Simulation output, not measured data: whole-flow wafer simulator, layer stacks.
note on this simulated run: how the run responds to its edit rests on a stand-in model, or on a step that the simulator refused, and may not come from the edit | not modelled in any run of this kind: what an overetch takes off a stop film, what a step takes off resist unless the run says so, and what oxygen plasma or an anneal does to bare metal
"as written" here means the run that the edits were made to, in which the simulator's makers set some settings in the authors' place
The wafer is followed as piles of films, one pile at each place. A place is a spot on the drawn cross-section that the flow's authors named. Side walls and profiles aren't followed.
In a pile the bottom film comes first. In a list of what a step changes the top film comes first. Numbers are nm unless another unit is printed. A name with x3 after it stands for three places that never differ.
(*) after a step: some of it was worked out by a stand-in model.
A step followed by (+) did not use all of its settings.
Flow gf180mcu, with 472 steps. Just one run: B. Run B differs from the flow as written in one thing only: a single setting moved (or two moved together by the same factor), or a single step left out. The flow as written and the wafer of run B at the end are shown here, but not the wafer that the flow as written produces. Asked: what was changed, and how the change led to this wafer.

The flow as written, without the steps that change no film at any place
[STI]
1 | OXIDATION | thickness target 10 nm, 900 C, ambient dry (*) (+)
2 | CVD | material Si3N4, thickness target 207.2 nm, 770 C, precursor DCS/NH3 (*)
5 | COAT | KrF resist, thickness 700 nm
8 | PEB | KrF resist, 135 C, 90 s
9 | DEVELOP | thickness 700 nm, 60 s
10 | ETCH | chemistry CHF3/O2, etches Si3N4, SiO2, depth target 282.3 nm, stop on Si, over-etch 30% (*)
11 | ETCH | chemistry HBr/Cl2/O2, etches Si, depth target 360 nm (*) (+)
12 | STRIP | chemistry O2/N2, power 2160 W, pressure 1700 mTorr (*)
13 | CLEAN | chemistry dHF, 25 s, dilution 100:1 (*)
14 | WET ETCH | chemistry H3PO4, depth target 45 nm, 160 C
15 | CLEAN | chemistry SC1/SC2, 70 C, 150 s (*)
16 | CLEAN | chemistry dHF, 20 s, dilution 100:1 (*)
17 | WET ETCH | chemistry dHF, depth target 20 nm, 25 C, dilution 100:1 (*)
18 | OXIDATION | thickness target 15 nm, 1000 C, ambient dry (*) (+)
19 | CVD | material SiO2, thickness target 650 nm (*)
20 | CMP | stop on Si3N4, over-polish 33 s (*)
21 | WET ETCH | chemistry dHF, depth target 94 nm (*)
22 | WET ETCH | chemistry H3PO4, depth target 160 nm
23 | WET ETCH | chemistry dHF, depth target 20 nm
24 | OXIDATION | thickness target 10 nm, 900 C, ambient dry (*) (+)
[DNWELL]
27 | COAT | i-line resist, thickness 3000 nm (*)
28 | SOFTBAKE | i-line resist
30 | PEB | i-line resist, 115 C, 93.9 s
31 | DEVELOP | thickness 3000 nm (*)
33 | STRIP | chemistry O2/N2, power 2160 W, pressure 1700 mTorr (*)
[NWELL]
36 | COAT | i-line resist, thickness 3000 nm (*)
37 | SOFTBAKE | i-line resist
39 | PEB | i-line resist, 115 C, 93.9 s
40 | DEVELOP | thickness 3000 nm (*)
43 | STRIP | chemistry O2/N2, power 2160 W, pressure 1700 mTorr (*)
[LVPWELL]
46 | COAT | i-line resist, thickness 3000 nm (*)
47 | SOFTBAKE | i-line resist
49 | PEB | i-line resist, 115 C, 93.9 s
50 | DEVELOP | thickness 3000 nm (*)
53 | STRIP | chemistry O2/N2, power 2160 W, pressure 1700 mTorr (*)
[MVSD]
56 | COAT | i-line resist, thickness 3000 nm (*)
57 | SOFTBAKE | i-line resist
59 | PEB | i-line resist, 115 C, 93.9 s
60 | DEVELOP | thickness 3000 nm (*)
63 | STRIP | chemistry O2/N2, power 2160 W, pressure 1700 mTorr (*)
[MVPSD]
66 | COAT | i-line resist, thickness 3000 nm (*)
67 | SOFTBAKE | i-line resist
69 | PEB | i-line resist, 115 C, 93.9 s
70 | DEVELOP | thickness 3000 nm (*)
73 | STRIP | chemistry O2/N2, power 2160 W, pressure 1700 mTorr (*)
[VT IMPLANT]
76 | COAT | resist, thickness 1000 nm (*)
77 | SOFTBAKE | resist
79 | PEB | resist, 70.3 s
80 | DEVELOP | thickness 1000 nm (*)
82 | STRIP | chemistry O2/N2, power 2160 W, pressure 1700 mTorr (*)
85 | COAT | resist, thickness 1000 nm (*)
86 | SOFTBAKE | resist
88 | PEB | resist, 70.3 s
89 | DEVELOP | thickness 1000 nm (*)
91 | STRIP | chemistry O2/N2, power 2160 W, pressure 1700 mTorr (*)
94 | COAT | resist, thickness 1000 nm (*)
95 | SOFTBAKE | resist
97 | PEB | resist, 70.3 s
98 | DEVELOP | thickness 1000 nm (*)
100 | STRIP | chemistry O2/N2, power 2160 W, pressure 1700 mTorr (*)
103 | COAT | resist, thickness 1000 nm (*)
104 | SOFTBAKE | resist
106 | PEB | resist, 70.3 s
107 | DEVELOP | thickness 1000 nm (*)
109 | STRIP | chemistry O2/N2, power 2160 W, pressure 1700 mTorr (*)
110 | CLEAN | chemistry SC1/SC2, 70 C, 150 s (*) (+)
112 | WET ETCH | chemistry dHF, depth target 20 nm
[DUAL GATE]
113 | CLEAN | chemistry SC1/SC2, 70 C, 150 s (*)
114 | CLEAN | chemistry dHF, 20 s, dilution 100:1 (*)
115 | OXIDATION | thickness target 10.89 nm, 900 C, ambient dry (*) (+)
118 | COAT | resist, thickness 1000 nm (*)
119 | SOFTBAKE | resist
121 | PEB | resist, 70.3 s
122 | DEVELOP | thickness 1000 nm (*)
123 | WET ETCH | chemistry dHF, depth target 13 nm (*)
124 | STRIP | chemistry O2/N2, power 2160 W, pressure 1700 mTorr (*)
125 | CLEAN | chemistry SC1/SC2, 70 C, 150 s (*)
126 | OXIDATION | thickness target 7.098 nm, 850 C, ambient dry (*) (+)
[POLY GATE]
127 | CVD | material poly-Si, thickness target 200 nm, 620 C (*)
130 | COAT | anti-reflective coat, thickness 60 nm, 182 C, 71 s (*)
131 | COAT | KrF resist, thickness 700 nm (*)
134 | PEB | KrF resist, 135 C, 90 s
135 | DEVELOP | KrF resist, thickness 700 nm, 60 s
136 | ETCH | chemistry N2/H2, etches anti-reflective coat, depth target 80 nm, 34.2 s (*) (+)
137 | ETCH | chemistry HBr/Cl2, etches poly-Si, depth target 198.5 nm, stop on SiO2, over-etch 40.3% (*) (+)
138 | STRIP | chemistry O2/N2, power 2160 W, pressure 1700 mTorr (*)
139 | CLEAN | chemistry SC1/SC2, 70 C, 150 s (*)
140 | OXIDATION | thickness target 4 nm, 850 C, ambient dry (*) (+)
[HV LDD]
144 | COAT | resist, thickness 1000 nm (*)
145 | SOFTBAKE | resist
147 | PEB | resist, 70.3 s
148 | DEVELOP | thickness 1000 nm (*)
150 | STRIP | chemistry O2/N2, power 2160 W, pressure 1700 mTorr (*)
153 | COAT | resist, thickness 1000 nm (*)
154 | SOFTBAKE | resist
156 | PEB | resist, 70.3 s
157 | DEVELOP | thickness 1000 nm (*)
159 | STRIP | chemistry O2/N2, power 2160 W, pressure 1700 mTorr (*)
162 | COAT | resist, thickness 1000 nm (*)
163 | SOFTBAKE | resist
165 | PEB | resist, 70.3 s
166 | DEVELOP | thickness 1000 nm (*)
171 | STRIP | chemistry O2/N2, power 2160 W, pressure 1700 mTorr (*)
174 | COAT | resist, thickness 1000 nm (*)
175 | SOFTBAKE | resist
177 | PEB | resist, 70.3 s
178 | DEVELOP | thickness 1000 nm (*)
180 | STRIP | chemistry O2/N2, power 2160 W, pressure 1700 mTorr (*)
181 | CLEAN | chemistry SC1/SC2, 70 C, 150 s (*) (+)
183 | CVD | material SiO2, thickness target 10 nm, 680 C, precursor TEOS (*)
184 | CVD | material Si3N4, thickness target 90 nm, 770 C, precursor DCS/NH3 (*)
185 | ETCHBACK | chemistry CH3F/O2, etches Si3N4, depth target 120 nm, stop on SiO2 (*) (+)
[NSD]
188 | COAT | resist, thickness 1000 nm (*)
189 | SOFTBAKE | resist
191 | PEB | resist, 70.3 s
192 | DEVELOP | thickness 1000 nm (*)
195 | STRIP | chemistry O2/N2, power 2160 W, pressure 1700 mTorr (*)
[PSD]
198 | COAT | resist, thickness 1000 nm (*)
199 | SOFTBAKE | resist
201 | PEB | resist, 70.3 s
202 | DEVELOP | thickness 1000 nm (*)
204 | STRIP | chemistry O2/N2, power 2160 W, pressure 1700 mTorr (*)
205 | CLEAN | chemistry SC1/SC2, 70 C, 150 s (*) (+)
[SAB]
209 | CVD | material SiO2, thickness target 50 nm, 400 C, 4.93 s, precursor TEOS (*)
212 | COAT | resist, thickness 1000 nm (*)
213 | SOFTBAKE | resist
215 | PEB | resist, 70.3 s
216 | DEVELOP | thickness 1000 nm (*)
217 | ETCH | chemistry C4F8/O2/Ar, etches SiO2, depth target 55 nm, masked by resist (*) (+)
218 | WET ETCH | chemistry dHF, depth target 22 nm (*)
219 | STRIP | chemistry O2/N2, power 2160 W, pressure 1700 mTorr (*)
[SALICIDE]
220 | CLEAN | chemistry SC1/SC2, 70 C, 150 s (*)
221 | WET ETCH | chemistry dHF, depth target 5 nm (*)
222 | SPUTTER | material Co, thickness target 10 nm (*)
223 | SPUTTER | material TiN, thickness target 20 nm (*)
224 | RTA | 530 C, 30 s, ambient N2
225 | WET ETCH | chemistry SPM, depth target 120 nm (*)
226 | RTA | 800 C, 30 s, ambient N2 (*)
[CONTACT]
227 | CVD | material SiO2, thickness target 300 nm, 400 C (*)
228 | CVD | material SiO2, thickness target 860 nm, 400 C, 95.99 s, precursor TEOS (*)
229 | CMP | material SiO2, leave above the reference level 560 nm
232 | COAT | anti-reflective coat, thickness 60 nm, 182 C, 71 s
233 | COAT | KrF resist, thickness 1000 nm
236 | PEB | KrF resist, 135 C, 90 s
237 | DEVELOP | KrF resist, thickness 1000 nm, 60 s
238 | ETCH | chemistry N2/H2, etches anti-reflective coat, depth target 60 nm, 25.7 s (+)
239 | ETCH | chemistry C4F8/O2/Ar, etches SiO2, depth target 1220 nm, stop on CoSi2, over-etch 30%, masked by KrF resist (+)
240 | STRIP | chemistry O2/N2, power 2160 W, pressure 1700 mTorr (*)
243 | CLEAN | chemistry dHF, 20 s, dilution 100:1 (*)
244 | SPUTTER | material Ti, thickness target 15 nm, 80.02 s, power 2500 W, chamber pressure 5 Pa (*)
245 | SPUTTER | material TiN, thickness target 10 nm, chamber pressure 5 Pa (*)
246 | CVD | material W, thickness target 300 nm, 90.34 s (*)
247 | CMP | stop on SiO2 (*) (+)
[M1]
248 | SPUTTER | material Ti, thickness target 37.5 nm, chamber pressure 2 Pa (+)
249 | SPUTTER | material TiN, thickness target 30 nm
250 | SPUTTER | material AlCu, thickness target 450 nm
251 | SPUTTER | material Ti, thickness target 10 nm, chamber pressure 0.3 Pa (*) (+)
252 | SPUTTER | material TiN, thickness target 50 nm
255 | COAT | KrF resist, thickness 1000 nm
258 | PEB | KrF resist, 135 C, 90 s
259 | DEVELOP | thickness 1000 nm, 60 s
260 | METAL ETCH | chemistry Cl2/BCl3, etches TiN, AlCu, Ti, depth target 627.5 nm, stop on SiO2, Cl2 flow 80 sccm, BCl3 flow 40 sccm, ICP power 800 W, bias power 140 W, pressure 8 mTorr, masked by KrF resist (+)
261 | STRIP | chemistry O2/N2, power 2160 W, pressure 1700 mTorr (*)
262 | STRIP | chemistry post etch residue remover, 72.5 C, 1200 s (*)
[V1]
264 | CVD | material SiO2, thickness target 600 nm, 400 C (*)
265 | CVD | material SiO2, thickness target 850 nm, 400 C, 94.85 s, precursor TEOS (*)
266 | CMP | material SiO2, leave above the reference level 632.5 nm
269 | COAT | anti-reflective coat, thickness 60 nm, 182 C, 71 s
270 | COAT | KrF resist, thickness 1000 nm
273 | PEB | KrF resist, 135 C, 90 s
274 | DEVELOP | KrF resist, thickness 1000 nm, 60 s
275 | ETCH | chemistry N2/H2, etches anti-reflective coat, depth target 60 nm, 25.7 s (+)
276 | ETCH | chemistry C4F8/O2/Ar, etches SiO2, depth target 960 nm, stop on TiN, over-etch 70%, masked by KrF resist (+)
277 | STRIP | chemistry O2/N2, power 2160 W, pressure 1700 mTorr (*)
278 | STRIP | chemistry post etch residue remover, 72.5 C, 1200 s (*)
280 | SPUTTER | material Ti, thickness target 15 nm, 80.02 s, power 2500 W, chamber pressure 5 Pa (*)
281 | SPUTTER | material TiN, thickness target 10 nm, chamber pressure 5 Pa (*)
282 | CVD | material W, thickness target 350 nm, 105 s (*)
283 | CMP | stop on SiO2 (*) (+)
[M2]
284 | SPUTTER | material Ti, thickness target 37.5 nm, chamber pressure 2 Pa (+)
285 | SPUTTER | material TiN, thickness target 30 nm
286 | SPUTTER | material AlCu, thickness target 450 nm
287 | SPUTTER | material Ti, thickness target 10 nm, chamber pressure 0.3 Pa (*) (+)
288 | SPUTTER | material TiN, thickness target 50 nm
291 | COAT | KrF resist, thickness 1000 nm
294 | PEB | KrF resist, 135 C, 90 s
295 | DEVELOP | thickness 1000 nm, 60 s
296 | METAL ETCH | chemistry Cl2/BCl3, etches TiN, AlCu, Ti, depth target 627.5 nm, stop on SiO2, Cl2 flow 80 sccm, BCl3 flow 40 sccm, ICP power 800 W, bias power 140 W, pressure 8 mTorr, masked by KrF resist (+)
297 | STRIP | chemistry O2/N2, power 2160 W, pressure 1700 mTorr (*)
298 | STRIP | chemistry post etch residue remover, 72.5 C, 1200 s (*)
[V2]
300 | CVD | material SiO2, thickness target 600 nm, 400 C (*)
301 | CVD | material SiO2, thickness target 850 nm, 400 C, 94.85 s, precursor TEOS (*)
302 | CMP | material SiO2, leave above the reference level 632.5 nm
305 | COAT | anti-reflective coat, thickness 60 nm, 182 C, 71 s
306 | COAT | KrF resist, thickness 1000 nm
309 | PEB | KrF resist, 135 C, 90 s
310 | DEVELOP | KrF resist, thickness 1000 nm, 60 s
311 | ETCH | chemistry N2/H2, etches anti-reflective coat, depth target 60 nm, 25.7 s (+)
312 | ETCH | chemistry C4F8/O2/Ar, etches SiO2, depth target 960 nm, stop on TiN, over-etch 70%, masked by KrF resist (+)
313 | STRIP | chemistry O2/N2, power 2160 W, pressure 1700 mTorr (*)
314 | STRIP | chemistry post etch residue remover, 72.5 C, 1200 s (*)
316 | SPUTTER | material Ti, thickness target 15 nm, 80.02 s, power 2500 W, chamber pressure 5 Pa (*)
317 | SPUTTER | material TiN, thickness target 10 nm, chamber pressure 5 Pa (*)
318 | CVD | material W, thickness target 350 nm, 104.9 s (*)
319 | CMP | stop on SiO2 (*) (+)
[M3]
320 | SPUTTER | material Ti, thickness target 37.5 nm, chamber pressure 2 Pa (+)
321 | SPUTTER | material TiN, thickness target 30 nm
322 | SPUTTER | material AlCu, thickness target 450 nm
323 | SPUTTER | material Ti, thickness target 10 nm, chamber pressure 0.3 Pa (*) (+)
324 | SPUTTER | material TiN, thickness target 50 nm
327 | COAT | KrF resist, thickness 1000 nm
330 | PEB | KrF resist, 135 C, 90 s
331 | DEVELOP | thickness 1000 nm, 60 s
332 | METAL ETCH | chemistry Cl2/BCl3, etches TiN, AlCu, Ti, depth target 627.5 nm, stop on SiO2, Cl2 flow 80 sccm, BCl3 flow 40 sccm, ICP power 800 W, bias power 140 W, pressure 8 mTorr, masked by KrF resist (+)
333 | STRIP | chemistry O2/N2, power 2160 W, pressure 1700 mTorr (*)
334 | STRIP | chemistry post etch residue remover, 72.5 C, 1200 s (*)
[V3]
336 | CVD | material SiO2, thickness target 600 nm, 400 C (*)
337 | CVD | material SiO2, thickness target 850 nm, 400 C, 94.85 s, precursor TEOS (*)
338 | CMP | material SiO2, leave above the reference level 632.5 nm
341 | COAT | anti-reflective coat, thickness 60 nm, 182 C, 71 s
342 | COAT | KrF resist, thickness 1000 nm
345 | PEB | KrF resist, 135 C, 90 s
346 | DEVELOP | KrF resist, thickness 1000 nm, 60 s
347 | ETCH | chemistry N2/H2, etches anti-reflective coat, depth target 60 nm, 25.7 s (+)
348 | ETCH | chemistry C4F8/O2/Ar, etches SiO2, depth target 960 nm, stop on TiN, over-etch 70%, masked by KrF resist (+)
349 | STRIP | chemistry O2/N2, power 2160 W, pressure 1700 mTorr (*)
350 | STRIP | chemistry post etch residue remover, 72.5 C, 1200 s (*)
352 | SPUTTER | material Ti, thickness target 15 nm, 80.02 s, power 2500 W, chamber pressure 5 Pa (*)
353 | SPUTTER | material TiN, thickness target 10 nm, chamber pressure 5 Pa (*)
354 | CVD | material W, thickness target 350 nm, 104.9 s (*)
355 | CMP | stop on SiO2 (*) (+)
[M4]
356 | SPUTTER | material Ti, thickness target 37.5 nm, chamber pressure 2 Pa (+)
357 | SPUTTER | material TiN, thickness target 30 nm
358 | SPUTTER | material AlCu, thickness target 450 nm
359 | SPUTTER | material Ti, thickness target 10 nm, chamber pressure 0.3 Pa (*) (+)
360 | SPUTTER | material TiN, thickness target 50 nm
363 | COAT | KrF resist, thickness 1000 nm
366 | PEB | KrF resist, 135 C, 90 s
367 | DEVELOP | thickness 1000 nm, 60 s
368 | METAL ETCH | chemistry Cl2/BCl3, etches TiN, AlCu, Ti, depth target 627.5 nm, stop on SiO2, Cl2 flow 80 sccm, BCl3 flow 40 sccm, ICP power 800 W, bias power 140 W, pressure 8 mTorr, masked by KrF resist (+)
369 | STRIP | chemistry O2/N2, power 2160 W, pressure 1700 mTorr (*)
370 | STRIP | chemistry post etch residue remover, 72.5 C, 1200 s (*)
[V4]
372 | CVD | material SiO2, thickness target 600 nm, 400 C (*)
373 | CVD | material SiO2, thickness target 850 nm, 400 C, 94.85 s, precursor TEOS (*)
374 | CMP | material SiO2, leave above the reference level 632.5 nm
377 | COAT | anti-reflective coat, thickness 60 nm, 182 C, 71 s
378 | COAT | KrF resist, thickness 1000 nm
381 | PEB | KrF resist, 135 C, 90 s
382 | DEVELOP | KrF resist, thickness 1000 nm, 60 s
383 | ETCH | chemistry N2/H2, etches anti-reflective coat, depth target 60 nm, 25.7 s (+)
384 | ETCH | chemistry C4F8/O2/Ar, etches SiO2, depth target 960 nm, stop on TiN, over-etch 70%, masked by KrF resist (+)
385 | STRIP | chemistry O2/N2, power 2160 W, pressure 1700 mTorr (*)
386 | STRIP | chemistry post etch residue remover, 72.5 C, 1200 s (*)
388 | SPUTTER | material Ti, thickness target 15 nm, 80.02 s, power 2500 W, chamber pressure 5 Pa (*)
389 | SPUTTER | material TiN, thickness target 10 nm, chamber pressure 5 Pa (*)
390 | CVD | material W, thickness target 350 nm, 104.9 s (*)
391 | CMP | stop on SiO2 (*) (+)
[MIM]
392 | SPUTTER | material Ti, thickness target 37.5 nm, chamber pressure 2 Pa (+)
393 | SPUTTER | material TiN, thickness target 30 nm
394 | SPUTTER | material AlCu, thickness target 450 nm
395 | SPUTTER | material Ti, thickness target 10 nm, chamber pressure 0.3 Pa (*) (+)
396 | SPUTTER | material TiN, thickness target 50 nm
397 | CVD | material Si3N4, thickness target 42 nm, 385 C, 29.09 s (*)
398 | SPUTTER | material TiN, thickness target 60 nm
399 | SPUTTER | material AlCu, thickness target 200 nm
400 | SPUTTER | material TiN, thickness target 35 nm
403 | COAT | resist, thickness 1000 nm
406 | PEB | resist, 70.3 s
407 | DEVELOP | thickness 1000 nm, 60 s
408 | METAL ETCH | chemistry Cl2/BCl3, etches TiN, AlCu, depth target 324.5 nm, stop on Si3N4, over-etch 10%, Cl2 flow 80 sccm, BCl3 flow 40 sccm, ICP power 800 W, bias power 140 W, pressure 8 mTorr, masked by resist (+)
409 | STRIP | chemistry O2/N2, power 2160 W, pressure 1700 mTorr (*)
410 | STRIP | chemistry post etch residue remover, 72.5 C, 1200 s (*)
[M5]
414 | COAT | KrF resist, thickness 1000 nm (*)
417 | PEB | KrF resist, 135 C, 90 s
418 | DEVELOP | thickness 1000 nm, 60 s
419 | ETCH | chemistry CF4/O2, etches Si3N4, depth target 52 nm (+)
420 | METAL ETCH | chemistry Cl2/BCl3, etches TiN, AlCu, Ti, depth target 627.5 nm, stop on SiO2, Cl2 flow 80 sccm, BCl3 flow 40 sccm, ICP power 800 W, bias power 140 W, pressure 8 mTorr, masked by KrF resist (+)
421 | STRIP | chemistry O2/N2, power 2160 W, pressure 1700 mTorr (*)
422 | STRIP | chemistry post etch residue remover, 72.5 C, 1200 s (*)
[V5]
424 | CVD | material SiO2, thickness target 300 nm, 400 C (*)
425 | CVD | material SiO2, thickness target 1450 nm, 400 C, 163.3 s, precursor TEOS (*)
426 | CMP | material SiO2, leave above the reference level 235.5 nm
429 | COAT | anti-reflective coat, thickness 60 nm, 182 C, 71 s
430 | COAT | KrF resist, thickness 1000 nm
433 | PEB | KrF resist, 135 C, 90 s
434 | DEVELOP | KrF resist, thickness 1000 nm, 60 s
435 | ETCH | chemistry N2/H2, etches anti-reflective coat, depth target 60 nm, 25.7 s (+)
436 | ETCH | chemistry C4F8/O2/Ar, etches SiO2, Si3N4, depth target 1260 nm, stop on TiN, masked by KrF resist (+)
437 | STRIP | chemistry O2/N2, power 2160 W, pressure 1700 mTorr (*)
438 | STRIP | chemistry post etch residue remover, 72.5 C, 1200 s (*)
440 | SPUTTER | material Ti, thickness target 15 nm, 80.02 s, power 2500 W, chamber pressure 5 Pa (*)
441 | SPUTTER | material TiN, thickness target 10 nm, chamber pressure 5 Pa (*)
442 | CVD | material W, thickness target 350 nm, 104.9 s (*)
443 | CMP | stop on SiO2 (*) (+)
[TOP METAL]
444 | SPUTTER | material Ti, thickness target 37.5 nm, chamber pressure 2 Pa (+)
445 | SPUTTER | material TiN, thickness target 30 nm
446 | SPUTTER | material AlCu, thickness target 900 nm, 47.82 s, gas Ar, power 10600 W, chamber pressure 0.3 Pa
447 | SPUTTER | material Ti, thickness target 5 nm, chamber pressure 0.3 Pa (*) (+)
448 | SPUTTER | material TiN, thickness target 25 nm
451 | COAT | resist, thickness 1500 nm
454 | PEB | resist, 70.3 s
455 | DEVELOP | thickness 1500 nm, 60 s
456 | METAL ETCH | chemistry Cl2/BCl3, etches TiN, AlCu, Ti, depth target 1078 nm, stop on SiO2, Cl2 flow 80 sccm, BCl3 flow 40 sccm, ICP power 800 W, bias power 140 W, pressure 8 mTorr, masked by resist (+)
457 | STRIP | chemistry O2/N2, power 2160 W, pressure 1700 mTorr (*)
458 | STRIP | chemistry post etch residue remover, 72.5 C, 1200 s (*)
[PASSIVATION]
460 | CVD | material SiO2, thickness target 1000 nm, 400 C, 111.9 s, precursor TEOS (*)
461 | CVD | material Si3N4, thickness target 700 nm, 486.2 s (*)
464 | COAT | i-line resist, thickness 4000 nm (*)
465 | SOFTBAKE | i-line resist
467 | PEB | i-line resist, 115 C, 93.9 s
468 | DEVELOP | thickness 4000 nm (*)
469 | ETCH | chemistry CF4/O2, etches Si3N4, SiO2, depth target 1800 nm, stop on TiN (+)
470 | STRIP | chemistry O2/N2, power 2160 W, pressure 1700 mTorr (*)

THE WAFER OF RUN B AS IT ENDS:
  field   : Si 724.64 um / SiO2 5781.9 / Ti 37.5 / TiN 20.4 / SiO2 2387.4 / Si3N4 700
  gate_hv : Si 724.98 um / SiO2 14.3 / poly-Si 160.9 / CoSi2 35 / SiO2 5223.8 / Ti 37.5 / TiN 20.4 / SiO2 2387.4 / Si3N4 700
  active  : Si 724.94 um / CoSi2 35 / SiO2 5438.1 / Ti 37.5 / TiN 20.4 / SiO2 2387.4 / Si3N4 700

Cause: step 420, METAL ETCH: depth target 517.7 nm was run, though the flow has depth target 627.5 nm.

The path from the change to this, step by step:
  420 | METAL ETCH | chemistry Cl2/BCl3, etches TiN, AlCu, Ti, depth target 627.5 nm, stop on SiO2, Cl2 flow 80 sccm, BCl3 flow 40 sccm, ICP power 800 W, bias power 140 W, pressure 8 mTorr, masked by KrF resist (+)
      field, field__w1, field__w2 and 101 more: -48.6 TiN (all of it), -10 Ti (all of it), -450 AlCu (all of it), -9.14 TiN (in the flow as written it would be: -48.6 TiN (all of it), -10 Ti (all of it), -450 AlCu (all of it), -30 TiN (all of it), -37.5 Ti (all of it))
      field__w4, field__w8, contact, m1, m1__w1, mim, mim_1p0, m1_nw: -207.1 KrF resist (in the flow as written it would be: -251 KrF resist)
  421 | STRIP | chemistry O2/N2, power 2160 W, pressure 1700 mTorr (*)
      field__w8, m1__w1: -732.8 KrF resist (all of it) (in the flow as written it would be: -688.9 KrF resist (all of it))
      contact, m1: -733.2 KrF resist (all of it) (in the flow as written it would be: -689.3 KrF resist (all of it))
      (also at 4 further places)
  424 | CVD | material SiO2, thickness target 300 nm, 400 C (*)
      field, field__w1, field__w2 and 101 more: +300 SiO2 (new film) (in the flow as written it would be: +300 SiO2)
  426 | CMP | material SiO2, leave above the reference level 235.5 nm
      field, field__w1, field__w5 and 92 more: -358.8 SiO2 (in the flow as written it would be: -300.8 SiO2)
      field__w2, field__w3, field__w12 and 6 more: -333.2 SiO2 (in the flow as written it would be: -272.7 SiO2)
Taking metal films that touch as one body, field has 1 body; the flow as written gives 0 bodies.
Taking metal films that touch as one body, gate_hv has 2 bodies (between them, from the top down: SiO2 5223.8); the flow as written gives 1 body.
Taking metal films that touch as one body, active has 2 bodies (between them, from the top down: SiO2 5438.1); the flow as written gives 1 body.
